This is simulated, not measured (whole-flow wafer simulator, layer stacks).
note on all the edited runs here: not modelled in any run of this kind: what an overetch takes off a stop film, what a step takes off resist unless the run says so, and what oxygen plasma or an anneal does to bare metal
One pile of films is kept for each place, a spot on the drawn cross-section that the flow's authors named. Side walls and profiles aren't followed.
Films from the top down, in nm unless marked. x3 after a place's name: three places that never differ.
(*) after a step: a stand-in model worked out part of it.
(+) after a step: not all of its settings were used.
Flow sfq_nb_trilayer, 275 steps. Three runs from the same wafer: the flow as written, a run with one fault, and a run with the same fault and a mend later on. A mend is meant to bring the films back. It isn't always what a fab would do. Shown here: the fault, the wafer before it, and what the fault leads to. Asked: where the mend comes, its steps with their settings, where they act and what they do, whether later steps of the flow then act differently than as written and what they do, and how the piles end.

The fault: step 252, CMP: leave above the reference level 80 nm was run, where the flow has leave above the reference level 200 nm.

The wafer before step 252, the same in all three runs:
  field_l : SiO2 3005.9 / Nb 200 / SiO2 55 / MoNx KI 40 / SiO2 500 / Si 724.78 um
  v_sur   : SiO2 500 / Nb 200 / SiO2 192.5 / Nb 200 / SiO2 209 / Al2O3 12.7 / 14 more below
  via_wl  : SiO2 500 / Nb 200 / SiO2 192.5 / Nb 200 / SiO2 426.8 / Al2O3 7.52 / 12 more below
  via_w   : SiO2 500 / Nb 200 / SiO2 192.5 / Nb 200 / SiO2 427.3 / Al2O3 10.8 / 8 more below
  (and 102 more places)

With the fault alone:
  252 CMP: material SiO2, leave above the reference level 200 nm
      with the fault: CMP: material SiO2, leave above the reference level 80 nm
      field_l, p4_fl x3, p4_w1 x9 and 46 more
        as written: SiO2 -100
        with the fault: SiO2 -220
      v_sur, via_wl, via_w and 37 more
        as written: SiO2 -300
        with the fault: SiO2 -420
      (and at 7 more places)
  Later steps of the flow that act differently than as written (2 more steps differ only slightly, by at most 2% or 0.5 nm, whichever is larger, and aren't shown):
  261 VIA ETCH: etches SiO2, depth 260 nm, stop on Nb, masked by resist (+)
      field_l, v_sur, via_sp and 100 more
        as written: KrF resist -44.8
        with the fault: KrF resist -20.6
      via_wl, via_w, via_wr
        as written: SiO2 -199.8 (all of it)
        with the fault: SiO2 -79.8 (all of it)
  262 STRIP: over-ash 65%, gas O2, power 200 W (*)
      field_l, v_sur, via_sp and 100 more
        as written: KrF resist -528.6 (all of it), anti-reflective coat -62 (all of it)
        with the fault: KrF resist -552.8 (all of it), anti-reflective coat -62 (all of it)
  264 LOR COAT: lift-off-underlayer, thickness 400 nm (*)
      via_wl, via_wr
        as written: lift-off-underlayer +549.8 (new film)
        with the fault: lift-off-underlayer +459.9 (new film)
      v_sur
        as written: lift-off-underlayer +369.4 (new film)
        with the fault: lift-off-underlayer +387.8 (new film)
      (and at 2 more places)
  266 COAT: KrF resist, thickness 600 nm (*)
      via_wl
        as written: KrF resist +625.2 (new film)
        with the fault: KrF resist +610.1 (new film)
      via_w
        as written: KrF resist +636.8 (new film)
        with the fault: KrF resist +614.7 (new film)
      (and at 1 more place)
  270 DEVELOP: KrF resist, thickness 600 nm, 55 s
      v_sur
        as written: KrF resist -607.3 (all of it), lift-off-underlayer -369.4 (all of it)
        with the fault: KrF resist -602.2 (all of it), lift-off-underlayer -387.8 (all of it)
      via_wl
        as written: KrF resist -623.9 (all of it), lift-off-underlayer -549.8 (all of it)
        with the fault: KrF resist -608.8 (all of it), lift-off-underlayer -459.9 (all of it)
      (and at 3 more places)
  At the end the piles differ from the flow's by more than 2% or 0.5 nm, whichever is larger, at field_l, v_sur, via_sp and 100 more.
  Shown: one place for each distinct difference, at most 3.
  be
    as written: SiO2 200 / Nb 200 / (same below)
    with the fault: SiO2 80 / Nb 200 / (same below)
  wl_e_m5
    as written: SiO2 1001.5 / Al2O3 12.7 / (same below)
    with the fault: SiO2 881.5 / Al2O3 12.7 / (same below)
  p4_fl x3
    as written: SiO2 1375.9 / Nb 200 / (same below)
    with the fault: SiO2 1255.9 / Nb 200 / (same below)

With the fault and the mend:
  The mend comes after step 253.
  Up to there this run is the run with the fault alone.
  253a PECVD: material SiO2, thickness 120 nm, 150 C, 26.67 s, RF power 183.3 W, pressure 2.4 Torr, precursor SiH4/N2O (the flow's step 251 once more, with other settings)
      field_l, v_sur, via_wl and 103 more
        SiO2 +120
  No later step of the flow acts differently than as written at any place that is followed.
  At the end the piles are the same as the flow's at every place that both follow.
